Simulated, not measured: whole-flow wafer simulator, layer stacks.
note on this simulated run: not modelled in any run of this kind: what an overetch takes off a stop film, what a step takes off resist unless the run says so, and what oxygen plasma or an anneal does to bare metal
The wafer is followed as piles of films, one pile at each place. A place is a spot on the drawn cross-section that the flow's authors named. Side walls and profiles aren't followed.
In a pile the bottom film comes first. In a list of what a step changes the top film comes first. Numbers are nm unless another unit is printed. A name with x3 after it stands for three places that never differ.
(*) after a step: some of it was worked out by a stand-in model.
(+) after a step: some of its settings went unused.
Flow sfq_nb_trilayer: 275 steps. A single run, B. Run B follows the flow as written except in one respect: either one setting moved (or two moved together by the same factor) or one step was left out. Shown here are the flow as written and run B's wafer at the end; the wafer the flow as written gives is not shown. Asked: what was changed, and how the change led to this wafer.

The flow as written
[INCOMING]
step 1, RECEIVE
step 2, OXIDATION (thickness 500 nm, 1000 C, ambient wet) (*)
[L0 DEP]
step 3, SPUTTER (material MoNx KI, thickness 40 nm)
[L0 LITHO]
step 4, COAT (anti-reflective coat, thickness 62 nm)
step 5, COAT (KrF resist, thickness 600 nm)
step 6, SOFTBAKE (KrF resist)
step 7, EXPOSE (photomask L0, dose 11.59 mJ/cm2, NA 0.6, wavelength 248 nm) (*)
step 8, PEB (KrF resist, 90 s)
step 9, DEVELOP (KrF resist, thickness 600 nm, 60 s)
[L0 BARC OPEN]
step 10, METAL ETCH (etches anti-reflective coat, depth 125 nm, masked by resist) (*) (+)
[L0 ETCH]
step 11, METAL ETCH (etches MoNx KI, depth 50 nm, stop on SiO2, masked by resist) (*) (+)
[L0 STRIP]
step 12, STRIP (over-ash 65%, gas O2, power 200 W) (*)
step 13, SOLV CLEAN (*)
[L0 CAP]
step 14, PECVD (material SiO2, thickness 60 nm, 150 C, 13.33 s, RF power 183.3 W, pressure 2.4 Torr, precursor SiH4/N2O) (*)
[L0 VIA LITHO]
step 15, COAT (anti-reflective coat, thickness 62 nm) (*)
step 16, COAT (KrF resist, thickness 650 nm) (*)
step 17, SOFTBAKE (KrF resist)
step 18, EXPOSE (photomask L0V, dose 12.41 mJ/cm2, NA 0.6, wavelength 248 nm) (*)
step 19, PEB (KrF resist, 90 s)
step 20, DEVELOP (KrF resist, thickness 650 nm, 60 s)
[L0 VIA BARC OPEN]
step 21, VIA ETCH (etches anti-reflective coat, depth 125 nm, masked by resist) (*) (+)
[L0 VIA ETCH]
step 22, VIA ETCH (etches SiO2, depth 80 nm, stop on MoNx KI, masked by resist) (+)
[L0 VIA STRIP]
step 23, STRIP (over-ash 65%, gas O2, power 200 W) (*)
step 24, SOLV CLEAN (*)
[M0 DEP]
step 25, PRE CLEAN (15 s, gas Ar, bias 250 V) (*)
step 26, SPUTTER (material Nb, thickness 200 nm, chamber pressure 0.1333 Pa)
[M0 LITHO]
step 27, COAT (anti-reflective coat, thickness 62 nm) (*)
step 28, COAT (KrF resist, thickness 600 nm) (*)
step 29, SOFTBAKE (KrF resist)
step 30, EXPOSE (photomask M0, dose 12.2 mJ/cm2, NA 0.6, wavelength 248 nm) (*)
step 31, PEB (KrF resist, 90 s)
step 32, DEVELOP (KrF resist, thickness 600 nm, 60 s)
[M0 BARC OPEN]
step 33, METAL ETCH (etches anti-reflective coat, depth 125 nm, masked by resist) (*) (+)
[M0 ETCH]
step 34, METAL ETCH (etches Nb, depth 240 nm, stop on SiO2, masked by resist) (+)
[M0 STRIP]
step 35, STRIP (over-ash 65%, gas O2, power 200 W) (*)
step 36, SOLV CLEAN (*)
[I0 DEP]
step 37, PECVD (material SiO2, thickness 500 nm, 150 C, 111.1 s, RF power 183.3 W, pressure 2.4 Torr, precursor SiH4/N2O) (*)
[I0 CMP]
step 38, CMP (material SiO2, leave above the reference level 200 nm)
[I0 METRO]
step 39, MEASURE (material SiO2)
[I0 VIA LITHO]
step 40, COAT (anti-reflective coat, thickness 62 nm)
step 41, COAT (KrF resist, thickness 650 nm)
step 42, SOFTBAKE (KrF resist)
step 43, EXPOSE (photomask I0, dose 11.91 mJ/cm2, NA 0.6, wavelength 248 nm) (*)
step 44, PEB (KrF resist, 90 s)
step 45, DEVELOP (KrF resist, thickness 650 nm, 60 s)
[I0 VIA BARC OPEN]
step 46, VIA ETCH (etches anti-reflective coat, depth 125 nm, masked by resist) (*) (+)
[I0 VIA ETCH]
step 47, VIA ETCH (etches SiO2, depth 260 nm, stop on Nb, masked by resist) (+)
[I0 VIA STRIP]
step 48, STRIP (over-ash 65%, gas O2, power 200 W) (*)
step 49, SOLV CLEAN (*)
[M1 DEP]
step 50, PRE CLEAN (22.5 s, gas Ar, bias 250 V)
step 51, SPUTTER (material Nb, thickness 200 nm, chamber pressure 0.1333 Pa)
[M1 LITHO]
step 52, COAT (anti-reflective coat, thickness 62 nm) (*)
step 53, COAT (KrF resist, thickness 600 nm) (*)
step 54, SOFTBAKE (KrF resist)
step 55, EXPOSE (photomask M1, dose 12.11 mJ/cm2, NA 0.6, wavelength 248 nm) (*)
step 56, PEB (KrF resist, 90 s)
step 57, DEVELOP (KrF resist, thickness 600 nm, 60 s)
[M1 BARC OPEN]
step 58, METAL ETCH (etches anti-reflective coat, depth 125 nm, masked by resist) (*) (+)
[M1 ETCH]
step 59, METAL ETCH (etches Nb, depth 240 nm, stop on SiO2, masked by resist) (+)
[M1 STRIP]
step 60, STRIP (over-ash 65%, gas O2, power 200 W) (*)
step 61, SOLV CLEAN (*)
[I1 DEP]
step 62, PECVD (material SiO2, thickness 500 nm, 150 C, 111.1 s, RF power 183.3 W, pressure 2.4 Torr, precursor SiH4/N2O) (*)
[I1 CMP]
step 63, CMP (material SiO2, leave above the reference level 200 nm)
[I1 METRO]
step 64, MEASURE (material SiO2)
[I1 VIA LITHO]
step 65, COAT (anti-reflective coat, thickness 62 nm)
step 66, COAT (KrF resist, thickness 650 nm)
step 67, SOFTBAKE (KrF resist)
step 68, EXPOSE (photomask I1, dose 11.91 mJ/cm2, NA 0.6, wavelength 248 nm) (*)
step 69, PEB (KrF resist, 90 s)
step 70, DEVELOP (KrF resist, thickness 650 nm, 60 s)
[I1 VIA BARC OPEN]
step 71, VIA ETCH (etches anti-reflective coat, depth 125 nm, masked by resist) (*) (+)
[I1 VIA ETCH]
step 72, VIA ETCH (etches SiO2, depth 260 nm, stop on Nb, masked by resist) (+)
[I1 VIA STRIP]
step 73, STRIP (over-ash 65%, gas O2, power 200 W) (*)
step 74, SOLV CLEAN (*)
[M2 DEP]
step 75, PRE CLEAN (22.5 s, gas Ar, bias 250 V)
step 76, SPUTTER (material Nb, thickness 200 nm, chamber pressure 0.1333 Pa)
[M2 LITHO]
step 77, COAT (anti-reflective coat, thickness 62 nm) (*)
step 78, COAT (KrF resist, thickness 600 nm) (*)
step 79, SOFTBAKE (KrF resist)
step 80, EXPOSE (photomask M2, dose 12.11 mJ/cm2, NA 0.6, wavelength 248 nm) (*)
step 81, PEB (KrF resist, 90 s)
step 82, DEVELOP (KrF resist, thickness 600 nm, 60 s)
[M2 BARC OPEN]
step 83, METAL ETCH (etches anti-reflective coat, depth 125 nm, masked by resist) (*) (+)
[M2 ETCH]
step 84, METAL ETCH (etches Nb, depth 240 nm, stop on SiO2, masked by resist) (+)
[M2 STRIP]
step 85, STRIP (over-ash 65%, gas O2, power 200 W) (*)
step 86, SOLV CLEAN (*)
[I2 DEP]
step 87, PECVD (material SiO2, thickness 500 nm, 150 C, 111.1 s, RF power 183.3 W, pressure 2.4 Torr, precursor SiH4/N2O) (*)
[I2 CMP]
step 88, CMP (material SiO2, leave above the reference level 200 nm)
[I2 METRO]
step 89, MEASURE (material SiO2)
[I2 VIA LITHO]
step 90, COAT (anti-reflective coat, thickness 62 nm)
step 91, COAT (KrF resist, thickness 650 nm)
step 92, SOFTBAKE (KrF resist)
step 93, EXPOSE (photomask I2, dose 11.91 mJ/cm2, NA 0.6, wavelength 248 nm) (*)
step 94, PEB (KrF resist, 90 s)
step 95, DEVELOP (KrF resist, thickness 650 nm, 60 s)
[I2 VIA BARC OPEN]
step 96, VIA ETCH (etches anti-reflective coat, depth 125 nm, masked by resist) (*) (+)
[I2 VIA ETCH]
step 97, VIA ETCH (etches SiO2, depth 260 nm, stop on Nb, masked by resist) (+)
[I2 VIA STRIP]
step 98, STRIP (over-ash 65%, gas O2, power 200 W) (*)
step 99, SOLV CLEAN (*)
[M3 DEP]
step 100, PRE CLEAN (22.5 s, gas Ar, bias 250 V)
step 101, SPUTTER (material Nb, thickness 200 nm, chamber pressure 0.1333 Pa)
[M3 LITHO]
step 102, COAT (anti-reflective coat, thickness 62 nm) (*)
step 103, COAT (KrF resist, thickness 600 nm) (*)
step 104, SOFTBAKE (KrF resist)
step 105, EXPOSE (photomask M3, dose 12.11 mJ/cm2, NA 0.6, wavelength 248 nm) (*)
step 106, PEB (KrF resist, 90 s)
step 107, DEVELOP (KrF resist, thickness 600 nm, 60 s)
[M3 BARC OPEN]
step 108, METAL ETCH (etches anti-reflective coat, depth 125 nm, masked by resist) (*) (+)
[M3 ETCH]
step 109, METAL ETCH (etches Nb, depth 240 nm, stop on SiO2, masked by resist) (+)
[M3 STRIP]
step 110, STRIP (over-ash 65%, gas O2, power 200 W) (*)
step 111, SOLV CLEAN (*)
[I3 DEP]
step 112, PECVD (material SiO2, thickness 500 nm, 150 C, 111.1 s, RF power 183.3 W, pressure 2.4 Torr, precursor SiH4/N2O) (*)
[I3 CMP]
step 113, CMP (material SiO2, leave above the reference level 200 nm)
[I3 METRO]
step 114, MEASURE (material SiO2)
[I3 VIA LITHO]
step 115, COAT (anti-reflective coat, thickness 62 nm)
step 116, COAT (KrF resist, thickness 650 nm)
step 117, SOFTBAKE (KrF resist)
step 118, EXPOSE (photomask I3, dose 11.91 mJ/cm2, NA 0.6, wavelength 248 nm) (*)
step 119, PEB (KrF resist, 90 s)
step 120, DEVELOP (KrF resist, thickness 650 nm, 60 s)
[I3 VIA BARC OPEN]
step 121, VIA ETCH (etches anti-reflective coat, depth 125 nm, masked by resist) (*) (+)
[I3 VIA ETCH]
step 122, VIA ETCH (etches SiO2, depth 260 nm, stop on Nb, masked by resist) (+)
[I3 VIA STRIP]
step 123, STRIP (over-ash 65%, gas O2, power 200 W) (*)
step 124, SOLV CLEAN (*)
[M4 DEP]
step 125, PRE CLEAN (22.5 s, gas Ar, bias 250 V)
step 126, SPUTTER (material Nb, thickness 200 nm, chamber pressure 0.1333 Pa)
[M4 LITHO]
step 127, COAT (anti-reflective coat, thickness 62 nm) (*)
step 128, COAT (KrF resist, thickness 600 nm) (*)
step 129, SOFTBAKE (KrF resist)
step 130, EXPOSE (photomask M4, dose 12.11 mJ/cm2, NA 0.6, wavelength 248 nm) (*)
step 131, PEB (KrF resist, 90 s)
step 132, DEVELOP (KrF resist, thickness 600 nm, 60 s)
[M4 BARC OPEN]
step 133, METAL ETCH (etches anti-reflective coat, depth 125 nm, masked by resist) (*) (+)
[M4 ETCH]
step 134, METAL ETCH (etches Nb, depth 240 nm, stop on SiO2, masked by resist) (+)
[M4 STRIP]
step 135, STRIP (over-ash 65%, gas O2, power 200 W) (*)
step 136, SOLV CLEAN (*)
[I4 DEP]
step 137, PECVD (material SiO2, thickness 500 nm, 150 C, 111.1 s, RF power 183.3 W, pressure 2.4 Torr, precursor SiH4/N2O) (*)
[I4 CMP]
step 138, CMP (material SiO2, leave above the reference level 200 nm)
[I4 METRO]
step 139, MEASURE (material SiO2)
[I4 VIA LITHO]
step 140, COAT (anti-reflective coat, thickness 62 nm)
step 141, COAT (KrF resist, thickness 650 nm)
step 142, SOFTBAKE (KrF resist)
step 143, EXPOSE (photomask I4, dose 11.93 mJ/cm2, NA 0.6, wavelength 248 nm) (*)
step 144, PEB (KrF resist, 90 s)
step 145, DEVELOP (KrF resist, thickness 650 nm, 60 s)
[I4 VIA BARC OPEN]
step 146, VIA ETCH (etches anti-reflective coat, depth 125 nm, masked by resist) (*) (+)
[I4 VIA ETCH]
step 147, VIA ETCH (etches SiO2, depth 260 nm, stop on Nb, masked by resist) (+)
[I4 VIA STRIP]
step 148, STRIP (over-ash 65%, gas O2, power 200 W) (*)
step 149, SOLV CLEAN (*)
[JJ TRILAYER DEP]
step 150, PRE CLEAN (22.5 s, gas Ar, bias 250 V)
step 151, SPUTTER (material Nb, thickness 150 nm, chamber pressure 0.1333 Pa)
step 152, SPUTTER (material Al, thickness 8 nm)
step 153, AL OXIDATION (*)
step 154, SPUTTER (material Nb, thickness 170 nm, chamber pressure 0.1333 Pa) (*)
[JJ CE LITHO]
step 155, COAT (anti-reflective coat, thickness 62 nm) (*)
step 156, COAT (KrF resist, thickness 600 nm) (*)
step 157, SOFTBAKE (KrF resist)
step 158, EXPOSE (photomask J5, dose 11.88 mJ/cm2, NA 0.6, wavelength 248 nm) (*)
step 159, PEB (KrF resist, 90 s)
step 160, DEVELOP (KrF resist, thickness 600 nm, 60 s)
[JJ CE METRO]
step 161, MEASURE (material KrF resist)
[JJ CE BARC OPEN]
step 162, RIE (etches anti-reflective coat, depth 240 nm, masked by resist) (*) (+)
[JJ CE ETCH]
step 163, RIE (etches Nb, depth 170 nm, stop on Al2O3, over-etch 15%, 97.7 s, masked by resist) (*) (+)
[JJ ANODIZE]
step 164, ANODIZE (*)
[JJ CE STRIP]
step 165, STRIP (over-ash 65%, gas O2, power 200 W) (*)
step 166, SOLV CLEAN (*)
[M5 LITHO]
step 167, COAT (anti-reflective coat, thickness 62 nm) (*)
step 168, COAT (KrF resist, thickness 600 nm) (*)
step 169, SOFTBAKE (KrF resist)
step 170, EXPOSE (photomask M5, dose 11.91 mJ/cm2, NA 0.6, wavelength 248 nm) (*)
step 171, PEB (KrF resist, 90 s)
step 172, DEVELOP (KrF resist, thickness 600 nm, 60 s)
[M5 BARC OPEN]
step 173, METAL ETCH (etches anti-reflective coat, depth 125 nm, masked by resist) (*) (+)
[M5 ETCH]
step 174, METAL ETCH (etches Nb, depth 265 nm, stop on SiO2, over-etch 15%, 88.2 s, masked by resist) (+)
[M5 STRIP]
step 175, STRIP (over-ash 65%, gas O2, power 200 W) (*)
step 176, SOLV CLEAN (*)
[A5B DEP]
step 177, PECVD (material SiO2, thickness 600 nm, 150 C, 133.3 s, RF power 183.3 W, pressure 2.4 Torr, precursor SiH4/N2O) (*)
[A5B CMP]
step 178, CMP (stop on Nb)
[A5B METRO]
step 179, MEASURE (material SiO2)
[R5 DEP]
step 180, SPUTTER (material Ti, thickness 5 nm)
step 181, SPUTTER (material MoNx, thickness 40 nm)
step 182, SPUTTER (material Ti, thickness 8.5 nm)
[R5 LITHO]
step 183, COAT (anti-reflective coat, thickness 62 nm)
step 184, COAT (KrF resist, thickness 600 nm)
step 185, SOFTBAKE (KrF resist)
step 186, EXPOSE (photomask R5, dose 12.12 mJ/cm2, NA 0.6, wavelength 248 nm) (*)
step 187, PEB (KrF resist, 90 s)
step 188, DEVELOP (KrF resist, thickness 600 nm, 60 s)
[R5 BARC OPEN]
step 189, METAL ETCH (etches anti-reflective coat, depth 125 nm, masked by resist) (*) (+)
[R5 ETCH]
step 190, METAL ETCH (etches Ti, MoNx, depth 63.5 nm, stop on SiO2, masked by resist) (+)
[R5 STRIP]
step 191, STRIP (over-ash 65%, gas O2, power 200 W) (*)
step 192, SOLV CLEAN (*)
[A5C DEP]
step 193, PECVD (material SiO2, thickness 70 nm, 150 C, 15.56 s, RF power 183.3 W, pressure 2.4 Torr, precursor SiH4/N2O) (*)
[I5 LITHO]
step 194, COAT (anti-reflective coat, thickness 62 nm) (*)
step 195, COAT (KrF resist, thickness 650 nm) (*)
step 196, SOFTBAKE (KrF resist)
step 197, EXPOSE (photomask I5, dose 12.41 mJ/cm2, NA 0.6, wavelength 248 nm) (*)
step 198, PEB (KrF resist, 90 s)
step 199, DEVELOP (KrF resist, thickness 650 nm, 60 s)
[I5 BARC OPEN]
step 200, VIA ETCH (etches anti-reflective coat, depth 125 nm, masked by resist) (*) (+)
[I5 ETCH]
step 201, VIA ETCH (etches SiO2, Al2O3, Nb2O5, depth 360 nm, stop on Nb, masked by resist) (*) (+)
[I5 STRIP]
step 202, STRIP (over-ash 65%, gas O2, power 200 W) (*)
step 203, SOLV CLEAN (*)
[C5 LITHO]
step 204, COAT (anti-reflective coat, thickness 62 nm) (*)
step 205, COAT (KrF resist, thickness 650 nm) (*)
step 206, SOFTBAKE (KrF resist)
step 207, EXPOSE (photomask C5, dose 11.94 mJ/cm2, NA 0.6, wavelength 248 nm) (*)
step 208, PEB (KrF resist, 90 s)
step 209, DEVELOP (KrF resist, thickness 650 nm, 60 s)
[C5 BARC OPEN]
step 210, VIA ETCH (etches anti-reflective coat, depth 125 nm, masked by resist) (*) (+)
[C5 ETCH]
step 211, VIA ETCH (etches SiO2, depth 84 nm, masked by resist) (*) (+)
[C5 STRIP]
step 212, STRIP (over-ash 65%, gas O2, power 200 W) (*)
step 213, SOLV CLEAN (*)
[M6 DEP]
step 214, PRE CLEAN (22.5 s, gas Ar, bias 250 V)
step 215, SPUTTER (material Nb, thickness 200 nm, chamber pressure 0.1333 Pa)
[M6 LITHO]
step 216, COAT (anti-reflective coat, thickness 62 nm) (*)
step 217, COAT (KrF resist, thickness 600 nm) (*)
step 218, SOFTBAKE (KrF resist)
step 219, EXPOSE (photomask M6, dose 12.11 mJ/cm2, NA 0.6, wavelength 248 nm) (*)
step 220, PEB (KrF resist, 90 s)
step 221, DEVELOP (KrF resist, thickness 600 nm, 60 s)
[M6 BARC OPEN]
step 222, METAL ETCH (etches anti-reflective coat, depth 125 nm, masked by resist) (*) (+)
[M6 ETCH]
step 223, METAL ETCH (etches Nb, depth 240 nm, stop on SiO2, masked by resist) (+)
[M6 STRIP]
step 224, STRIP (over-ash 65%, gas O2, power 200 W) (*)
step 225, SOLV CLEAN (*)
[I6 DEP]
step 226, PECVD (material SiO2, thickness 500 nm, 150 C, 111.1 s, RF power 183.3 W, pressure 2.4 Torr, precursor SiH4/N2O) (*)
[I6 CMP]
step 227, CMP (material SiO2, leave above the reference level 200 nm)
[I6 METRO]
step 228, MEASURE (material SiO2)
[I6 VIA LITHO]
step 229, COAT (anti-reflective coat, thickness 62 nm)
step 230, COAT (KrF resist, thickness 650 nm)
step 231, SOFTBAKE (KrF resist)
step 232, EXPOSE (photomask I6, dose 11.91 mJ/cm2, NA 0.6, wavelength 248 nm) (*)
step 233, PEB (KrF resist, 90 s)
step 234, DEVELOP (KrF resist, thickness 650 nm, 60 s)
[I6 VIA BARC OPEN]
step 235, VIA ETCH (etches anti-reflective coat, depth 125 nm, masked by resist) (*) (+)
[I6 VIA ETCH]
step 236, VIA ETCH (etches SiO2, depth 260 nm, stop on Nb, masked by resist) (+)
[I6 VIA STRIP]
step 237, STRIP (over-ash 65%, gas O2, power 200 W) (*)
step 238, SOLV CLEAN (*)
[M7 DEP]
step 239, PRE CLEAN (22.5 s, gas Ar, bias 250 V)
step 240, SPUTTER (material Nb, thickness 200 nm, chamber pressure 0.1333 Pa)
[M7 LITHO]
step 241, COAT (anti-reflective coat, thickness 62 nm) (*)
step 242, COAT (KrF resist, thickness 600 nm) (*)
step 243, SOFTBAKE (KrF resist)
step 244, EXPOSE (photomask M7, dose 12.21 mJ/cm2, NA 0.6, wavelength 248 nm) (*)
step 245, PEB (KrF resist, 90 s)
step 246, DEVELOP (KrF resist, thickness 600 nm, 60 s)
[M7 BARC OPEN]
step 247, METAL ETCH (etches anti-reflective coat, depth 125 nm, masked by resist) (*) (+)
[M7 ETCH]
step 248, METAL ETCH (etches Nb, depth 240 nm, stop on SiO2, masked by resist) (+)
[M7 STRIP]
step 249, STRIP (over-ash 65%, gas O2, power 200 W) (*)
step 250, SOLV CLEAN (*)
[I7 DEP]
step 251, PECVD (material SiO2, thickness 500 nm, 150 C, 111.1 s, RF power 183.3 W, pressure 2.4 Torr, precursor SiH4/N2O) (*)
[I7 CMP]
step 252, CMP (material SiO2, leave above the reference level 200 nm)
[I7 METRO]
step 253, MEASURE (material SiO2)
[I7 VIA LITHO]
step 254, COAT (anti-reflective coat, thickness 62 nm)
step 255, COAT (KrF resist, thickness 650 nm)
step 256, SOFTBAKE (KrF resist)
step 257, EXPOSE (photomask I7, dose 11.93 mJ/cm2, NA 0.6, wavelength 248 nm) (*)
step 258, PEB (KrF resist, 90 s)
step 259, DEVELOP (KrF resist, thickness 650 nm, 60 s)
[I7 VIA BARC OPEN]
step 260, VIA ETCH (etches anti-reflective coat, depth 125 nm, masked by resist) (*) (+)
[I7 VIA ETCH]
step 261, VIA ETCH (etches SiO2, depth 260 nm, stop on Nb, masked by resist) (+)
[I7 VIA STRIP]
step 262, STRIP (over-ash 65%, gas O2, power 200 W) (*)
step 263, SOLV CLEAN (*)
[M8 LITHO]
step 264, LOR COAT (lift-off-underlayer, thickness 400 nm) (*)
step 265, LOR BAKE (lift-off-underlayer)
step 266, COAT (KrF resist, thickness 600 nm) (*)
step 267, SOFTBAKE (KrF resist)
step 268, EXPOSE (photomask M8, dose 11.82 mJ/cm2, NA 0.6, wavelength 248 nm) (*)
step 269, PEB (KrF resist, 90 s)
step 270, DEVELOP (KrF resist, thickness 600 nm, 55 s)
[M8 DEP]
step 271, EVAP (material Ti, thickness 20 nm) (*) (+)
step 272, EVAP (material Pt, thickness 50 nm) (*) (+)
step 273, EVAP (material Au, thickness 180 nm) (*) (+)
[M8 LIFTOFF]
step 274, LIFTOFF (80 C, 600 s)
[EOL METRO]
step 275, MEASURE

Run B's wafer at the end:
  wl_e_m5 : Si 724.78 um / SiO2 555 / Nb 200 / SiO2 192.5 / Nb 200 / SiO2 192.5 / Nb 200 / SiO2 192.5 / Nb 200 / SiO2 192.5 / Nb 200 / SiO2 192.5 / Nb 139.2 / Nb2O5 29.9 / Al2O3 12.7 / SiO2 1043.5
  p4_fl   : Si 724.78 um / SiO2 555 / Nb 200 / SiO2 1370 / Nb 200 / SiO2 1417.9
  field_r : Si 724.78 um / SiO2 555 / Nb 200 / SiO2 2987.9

Cause: step 227, CMP: leave above the reference level 242 nm was run, whereas the flow has leave above the reference level 200 nm.

The path from the change to this, step by step:
  step 227, CMP (material SiO2, leave above the reference level 200 nm)
      field_l, p4_fl, p4_fm and 59 more: SiO2 loses 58 (as written it would have been: SiO2 loses 100)
      v_sur, via_wl, via_w and 15 more: SiO2 loses 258 (as written it would have been: SiO2 loses 300)
      (as well as at 26 more places)
  step 236, VIA ETCH (etches SiO2, depth 260 nm, stop on Nb, masked by resist) (+)
      via_v: SiO2 loses 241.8 (all of it) (as written it would have been: SiO2 loses 199.8 (all of it))
  step 240, SPUTTER (material Nb, thickness 200 nm, chamber pressure 0.1333 Pa)
      via_v: Nb gains 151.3 (as written it would have been: Nb gains 161.1)
  step 241, COAT (anti-reflective coat, thickness 62 nm) (*)
      via_v: anti-reflective coat gains 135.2 (new film) (as written it would have been: anti-reflective coat gains 126 (new film))
  step 242, COAT (KrF resist, thickness 600 nm) (*)
      via_v: KrF resist gains 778 (new film) (as written it would have been: KrF resist gains 742.5 (new film))
  step 249, STRIP (over-ash 65%, gas O2, power 200 W) (*)
      via_v: KrF resist loses 560 (all of it), anti-reflective coat loses 135.2 (all of it) (as written it would have been: KrF resist loses 524.5 (all of it), anti-reflective coat loses 126 (all of it))
  step 251, PECVD (material SiO2, thickness 500 nm, 150 C, 111.1 s, RF power 183.3 W, pressure 2.4 Torr, precursor SiH4/N2O) (*)
      via_v: SiO2 gains 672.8 (new film) (as written it would have been: SiO2 gains 621 (new film))
